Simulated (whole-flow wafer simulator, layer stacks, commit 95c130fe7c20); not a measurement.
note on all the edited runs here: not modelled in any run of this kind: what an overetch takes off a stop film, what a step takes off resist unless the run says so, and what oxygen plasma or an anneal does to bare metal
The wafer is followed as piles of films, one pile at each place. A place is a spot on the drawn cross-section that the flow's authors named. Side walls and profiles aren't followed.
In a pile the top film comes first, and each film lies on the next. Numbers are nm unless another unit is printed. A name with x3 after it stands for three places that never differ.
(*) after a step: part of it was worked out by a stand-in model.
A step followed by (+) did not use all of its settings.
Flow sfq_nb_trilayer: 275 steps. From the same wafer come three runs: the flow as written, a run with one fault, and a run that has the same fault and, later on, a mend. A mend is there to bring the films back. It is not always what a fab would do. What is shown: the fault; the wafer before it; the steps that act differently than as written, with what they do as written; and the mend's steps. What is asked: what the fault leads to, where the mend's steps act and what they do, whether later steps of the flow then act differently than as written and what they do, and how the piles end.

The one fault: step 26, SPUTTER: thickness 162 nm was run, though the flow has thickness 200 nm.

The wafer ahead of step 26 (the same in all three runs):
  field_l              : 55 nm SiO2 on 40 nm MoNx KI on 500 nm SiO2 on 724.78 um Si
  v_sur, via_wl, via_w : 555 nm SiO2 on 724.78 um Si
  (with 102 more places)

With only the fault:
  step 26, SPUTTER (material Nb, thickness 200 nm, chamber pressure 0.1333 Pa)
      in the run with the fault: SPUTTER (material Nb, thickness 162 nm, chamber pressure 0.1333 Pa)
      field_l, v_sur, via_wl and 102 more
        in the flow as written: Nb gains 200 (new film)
        in the run with the fault: Nb gains 162 (new film)
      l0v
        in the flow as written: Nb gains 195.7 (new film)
        in the run with the fault: Nb gains 157.8 (new film)
  Steps further on in the flow that do not act as written (not shown: 4 more steps that differ only slightly, by at most 2% or 0.5 nm, whichever is larger):
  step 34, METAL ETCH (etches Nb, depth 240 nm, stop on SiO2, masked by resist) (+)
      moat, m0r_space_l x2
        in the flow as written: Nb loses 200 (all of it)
        in the run with the fault: Nb loses 162 (all of it)
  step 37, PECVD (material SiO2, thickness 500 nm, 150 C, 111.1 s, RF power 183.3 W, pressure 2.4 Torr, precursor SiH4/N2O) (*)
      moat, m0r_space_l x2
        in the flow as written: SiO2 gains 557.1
        in the run with the fault: SiO2 gains 519.1
  By the end, the piles at field_l, v_sur, via_wl and 100 more depart from the flow's by more than 2% or 0.5 nm, whichever is larger.
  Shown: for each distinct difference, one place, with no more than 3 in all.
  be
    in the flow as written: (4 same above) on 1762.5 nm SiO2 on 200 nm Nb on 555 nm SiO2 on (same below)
    in the run with the fault: (4 same above) on 1762.5 nm SiO2 on 162 nm Nb on 555 nm SiO2 on (same below)
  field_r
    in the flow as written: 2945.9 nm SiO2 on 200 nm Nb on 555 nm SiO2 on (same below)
    in the run with the fault: 2945.9 nm SiO2 on 162 nm Nb on 555 nm SiO2 on (same below)
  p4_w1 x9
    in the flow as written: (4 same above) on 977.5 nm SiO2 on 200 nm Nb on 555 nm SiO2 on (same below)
    in the run with the fault: (4 same above) on 977.5 nm SiO2 on 162 nm Nb on 555 nm SiO2 on (same below)

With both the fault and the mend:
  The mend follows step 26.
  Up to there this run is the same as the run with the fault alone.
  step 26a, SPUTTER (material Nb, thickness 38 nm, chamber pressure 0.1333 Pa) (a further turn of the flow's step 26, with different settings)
      field_l, via_wl, via_w and 100 more
        Nb gains 38
      v_sur
        Nb gains 36.7
      lsp_r
        Nb gains 37.4
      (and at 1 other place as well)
  Later steps of the flow that are run all act as written at every place that is followed, up to a difference of at most 2% or 0.5 nm, whichever is larger.
  When the end is reached, the piles differ only a little from the flow's at the places that both follow, at most by 2% or 0.5 nm, whichever is larger.
